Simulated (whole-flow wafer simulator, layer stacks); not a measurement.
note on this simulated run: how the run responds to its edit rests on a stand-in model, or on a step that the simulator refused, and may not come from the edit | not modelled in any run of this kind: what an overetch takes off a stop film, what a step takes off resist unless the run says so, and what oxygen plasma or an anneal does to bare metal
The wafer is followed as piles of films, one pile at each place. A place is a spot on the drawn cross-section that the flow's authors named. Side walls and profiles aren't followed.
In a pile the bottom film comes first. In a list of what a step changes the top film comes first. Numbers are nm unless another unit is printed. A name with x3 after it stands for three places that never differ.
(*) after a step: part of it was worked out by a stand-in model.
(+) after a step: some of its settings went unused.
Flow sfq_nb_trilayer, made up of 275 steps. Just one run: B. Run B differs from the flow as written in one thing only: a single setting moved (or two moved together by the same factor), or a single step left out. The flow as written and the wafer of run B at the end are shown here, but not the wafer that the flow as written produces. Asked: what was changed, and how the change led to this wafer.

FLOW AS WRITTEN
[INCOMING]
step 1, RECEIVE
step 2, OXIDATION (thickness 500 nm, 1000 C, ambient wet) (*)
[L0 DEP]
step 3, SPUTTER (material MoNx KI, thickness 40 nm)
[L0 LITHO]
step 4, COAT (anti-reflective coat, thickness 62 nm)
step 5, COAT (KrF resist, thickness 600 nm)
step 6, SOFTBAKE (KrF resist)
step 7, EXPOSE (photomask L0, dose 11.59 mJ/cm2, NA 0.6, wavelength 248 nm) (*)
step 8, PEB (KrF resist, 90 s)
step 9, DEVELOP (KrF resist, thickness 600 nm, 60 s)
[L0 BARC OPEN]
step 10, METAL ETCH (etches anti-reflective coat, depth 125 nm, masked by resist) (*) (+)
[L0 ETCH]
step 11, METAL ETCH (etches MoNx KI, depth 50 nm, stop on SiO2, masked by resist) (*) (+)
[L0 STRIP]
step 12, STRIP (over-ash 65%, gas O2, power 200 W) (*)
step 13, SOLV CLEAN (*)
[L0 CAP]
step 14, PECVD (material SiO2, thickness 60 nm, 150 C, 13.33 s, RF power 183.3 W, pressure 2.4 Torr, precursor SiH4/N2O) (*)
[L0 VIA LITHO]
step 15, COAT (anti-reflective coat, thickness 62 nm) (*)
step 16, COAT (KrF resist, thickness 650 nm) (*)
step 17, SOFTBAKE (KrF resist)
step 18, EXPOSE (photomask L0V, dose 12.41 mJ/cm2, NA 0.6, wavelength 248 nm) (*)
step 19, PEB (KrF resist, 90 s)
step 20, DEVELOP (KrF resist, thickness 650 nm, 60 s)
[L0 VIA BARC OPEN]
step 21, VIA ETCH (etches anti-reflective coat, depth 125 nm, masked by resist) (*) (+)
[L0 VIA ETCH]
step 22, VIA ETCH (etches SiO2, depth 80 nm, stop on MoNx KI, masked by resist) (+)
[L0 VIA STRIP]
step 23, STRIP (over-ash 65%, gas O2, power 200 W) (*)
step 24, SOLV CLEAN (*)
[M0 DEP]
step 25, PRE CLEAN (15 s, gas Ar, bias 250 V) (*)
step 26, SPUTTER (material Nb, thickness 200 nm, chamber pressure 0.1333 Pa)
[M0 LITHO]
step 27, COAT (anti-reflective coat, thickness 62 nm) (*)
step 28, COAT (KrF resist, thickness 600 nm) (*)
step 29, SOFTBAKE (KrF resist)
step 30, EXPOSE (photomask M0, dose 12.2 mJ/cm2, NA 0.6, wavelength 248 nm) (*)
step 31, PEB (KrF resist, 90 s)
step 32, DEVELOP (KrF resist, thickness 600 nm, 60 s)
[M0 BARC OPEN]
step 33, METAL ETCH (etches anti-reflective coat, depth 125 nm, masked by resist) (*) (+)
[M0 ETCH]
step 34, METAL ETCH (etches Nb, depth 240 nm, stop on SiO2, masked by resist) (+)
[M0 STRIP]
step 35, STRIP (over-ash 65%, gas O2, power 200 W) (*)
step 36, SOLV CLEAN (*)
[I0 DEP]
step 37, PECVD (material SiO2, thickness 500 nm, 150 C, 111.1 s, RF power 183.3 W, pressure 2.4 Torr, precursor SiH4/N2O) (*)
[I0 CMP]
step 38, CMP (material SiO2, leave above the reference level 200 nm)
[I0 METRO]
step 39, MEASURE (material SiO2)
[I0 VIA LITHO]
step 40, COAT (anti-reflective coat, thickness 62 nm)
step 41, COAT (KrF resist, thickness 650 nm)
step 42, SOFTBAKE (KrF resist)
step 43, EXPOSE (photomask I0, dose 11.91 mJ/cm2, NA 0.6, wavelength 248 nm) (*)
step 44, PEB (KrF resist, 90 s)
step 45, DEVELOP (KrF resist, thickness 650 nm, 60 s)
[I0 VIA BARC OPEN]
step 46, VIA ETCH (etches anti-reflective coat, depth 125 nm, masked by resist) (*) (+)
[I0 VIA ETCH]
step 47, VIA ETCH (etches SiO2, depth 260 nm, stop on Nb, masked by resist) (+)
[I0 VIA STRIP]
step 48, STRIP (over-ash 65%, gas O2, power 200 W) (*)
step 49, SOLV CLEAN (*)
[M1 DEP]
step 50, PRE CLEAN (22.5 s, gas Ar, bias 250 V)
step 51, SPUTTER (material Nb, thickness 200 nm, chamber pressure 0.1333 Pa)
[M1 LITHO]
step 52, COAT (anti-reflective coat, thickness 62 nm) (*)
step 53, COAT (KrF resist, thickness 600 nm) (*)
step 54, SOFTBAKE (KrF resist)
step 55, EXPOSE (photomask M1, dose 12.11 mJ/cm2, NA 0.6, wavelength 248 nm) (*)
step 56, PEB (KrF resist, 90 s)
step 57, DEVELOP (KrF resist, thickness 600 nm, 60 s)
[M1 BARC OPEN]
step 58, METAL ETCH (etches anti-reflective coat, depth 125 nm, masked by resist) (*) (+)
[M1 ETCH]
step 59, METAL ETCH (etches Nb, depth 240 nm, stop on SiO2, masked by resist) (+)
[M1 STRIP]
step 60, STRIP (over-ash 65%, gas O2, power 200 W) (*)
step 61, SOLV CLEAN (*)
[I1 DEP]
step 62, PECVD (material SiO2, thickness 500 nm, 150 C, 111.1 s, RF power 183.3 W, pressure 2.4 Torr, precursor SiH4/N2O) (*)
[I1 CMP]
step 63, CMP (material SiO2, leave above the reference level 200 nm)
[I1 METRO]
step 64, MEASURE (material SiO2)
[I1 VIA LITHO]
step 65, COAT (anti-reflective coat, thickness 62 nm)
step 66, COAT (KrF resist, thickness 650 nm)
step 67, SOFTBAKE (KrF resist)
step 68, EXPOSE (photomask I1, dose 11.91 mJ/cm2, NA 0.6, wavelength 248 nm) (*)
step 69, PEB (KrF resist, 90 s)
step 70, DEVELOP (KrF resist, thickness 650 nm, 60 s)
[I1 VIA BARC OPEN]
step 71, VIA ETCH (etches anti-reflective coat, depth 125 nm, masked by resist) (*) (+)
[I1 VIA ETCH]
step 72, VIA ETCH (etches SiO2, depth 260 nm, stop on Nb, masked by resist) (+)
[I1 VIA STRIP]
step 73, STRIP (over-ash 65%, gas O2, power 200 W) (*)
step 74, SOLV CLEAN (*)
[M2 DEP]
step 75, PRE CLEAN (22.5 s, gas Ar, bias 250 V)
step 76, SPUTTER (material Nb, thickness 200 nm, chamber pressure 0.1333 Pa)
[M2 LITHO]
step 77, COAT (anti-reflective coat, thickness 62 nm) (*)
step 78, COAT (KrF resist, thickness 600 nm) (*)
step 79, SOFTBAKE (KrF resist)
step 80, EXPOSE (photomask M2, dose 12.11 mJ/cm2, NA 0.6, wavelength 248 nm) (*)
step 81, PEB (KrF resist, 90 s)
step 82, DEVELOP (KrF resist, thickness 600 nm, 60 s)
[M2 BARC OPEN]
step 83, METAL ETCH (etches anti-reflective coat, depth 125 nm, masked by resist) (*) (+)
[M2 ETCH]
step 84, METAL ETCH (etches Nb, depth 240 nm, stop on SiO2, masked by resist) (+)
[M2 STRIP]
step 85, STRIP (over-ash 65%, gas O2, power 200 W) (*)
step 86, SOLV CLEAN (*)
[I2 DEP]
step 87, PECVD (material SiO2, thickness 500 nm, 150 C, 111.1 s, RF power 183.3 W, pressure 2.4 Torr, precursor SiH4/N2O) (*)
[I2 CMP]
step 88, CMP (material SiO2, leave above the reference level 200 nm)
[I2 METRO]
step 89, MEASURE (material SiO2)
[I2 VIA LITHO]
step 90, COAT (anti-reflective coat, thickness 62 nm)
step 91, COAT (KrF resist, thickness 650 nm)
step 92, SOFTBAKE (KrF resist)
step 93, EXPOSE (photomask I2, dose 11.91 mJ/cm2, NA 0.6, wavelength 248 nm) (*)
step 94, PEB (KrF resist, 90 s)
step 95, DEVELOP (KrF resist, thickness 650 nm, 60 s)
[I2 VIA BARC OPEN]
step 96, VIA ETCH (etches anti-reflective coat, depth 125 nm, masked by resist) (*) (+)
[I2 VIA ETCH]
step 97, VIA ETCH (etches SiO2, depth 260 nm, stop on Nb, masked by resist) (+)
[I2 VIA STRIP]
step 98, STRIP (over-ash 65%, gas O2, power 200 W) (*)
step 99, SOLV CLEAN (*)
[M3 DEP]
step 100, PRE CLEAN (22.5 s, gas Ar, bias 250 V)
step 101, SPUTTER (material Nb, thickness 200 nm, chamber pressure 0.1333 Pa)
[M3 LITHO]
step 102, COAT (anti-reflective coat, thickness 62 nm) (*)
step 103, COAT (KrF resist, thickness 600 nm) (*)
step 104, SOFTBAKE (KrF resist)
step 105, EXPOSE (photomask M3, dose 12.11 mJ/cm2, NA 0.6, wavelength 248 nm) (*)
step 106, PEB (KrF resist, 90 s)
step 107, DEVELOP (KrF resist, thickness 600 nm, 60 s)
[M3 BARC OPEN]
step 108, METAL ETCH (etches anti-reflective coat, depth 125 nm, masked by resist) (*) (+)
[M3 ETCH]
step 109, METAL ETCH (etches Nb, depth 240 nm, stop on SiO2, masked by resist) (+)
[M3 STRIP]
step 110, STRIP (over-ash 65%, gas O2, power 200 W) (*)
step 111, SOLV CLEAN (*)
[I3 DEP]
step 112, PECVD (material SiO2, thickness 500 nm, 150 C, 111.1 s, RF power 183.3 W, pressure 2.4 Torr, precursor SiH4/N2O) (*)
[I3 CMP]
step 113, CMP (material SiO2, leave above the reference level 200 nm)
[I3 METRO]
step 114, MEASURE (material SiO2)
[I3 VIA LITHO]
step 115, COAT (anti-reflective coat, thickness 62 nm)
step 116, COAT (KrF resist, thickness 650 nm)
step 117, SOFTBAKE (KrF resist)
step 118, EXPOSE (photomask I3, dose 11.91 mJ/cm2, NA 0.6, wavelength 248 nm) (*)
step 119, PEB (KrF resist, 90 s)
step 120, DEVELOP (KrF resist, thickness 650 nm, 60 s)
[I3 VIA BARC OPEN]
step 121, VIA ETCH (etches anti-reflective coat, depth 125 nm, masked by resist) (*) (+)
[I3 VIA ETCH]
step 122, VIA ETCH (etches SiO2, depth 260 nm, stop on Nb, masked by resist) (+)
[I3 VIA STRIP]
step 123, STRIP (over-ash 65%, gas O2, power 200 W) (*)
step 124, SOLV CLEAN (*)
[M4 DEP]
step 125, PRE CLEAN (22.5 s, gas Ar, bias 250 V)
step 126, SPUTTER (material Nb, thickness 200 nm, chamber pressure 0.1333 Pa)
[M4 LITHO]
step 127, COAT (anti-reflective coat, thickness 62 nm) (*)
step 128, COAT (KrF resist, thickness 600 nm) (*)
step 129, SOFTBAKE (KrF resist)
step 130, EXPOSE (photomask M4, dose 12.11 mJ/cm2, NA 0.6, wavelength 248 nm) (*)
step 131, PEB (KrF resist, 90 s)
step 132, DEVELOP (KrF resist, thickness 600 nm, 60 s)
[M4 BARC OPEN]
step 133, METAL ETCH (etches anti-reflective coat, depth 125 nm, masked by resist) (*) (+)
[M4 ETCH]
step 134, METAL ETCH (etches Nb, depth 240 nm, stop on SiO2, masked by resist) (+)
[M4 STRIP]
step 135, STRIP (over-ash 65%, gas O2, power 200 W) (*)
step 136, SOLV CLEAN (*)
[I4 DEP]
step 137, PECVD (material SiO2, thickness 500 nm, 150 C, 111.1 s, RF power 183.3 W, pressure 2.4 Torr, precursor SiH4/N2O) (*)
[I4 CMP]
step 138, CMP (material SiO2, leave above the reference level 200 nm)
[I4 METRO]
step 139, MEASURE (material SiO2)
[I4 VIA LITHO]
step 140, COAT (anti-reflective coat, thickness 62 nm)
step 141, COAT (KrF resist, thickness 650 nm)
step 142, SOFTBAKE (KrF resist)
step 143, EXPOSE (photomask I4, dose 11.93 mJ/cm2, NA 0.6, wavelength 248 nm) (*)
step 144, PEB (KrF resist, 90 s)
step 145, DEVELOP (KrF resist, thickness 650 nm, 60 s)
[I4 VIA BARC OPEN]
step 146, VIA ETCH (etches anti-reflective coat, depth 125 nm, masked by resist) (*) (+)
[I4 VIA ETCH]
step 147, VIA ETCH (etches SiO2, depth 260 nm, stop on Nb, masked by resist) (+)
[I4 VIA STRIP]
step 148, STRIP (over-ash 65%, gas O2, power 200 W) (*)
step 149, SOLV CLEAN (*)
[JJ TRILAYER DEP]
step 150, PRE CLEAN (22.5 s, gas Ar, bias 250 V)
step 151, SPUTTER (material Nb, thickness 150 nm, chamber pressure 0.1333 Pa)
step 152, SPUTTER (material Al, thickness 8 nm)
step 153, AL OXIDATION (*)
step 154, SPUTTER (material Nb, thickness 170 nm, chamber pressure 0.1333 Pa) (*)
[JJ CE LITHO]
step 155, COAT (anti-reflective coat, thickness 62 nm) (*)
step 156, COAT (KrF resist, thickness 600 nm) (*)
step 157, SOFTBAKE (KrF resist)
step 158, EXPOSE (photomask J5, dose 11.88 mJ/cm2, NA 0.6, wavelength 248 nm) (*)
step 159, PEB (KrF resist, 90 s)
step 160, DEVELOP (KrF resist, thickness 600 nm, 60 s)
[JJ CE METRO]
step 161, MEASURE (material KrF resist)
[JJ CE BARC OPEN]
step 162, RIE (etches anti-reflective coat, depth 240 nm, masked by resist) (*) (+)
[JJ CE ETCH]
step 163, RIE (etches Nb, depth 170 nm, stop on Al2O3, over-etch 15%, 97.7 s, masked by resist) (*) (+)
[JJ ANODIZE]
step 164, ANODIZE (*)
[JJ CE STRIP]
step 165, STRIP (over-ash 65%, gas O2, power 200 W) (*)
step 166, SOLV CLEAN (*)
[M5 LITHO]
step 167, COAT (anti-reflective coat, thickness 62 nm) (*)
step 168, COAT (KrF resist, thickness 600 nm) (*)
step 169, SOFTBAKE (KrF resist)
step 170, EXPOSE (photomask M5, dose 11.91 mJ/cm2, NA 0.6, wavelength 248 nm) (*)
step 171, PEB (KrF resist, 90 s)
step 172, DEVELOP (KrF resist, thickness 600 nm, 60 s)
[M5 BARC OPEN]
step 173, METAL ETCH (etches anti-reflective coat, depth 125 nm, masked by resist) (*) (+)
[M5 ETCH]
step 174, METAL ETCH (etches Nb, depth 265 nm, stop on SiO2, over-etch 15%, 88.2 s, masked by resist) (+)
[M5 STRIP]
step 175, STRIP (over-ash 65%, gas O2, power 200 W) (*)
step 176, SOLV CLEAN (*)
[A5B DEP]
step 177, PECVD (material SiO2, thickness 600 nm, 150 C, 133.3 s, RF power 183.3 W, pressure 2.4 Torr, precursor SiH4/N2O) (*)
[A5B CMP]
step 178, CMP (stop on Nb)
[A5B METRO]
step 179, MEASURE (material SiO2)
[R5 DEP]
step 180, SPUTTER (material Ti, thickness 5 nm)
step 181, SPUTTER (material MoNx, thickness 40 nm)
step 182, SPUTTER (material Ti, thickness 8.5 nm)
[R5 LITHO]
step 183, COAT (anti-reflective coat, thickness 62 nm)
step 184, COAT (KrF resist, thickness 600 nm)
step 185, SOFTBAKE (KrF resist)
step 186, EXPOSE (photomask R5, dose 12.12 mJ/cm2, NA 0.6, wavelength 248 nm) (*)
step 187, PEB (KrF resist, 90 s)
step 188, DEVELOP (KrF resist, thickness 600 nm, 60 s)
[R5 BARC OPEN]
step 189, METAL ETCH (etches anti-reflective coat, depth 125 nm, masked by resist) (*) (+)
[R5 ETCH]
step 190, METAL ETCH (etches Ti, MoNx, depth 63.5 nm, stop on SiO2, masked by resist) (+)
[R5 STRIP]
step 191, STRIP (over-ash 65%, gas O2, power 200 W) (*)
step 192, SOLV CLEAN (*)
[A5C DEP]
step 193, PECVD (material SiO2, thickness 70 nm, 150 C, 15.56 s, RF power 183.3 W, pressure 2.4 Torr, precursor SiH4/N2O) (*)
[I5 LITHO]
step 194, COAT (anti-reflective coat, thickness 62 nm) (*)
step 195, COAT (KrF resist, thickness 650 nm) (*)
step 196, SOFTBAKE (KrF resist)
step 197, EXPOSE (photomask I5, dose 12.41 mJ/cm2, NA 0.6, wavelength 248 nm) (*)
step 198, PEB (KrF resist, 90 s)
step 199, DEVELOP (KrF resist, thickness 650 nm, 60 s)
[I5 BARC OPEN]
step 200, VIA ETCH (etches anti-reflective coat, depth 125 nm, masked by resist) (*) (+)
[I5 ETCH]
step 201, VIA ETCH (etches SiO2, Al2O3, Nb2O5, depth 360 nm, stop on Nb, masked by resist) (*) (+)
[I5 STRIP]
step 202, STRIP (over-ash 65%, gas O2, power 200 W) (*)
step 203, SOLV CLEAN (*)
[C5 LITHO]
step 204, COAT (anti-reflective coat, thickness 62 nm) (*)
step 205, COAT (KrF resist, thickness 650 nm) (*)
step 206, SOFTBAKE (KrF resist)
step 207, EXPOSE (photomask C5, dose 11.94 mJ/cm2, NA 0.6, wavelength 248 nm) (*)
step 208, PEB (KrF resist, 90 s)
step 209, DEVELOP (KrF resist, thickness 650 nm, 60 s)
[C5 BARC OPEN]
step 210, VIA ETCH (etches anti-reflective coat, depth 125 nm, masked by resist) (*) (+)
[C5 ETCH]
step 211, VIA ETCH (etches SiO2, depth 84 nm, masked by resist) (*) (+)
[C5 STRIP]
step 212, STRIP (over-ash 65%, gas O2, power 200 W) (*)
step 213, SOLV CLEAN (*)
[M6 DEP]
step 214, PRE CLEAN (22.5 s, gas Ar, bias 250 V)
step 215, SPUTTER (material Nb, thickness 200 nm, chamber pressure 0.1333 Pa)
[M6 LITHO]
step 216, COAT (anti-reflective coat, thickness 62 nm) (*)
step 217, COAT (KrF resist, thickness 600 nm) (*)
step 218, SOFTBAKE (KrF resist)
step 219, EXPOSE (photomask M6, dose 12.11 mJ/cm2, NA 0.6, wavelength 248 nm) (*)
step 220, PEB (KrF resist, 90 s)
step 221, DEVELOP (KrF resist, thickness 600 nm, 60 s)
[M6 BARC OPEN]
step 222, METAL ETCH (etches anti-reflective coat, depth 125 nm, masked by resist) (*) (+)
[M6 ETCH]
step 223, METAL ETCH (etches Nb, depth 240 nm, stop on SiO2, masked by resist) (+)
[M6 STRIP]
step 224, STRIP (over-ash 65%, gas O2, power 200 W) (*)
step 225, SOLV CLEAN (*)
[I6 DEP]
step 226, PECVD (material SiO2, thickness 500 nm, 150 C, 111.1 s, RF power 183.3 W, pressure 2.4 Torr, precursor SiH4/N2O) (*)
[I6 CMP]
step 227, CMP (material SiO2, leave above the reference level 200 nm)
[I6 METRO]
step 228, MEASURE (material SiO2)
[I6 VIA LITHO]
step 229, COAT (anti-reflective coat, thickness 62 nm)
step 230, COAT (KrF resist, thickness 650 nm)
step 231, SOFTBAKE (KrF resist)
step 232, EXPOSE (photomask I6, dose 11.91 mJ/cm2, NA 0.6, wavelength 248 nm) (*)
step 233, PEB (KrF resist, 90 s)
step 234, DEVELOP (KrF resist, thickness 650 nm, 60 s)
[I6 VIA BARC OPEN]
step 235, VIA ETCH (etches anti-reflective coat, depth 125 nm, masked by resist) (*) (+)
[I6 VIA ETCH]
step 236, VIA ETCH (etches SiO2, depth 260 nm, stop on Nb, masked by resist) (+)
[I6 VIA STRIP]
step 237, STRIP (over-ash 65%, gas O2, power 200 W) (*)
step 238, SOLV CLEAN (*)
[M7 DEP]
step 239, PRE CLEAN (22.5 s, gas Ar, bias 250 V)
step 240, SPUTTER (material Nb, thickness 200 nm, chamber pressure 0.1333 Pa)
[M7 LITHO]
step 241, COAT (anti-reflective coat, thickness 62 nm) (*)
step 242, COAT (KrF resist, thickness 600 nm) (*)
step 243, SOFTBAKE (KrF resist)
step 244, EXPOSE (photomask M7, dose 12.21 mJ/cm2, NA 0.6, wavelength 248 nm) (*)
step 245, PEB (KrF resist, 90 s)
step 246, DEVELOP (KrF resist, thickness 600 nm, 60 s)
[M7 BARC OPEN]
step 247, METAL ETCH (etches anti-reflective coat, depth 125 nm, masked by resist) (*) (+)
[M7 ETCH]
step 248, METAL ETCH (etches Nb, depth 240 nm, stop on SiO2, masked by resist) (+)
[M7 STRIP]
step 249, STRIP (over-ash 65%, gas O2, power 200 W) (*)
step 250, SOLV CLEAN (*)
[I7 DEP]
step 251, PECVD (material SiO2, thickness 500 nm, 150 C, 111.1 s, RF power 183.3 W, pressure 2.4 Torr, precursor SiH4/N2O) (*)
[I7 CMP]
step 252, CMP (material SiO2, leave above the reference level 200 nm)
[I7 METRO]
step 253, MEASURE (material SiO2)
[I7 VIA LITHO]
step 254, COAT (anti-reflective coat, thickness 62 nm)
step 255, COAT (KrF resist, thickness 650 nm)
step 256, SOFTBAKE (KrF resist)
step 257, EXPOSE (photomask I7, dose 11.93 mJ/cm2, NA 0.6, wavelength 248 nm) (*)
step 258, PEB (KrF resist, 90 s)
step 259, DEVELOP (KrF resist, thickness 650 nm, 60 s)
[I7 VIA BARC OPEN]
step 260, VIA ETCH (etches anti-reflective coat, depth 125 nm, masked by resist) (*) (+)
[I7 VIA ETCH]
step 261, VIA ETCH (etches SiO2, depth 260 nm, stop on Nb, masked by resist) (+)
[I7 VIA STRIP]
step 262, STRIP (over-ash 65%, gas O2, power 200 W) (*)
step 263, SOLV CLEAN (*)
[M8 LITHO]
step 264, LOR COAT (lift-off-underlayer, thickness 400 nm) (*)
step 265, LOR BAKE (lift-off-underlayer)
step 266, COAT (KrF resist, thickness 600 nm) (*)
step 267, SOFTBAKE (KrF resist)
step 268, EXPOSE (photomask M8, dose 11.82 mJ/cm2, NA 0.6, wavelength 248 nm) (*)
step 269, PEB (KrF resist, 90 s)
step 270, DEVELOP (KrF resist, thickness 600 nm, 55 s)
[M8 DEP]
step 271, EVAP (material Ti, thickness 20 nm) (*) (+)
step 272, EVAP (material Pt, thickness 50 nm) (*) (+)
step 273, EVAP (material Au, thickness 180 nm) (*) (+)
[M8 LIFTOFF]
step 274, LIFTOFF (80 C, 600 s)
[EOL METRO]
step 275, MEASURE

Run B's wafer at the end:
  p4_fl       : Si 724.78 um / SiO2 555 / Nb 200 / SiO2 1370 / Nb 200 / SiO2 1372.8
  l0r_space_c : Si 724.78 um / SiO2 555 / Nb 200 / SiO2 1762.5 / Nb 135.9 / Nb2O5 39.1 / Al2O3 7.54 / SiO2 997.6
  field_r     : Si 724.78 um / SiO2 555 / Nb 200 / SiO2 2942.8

What caused this: step 152, SPUTTER: thickness 4.88 nm was run, while the flow as written has thickness 8 nm.

How this came from the change, step by step:
  step 152, SPUTTER (material Al, thickness 8 nm)
      field_l, v_sur, via_sp and 100 more: Al gains 4.88 (new film) (as written it would have been: Al gains 8 (new film))
      via_wl, via_wr: Al gains 3.13 (new film) (as written it would have been: Al gains 5.14 (new film))
      (and at 1 other place as well)
  step 164, ANODIZE (*)
      field_l, v_sur, via_sp and 96 more: Al2O3 gains 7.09, Nb2O5 gains 39.1 (new film), Al loses 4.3 (all of it), Nb loses 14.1 (as written it would have been: Al2O3 gains 12.2, Nb2O5 gains 29.9 (new film), Al loses 7.42 (all of it), Nb loses 10.8)
      via_wl, via_wr: Al2O3 gains 4.21 (new film), Nb2O5 gains 45.1 (new film), Al loses 2.55 (all of it), Nb loses 16.2 (as written it would have been: Al2O3 gains 7.52 (new film), Nb2O5 gains 39.2 (new film), Al loses 4.56 (all of it), Nb loses 14.1)
      (and at 1 other place as well)
  step 174, METAL ETCH (etches Nb, depth 265 nm, stop on SiO2, over-etch 15%, 88.2 s, masked by resist) (+)
      field_l, r_sur, res and 50 more: Al2O3 loses 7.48 (all of it), Nb2O5 loses 39.1 (all of it), Nb loses 135.9 (all of it), SiO2 loses 12.2 (as written it would have been: Al2O3 loses 12.6 (all of it), Nb2O5 loses 29.9 (all of it), Nb loses 139.2 (all of it), SiO2 loses 12.3)
  step 201, VIA ETCH (etches SiO2, Al2O3, Nb2O5, depth 360 nm, stop on Nb, masked by resist) (*) (+)
      be: SiO2 loses 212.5 (all of it), Al2O3 loses 7.54 (all of it), Nb2O5 loses 39.1 (all of it) (as written it would have been: SiO2 loses 216.4 (all of it), Al2O3 loses 12.7 (all of it), Nb2O5 loses 29.9 (all of it))
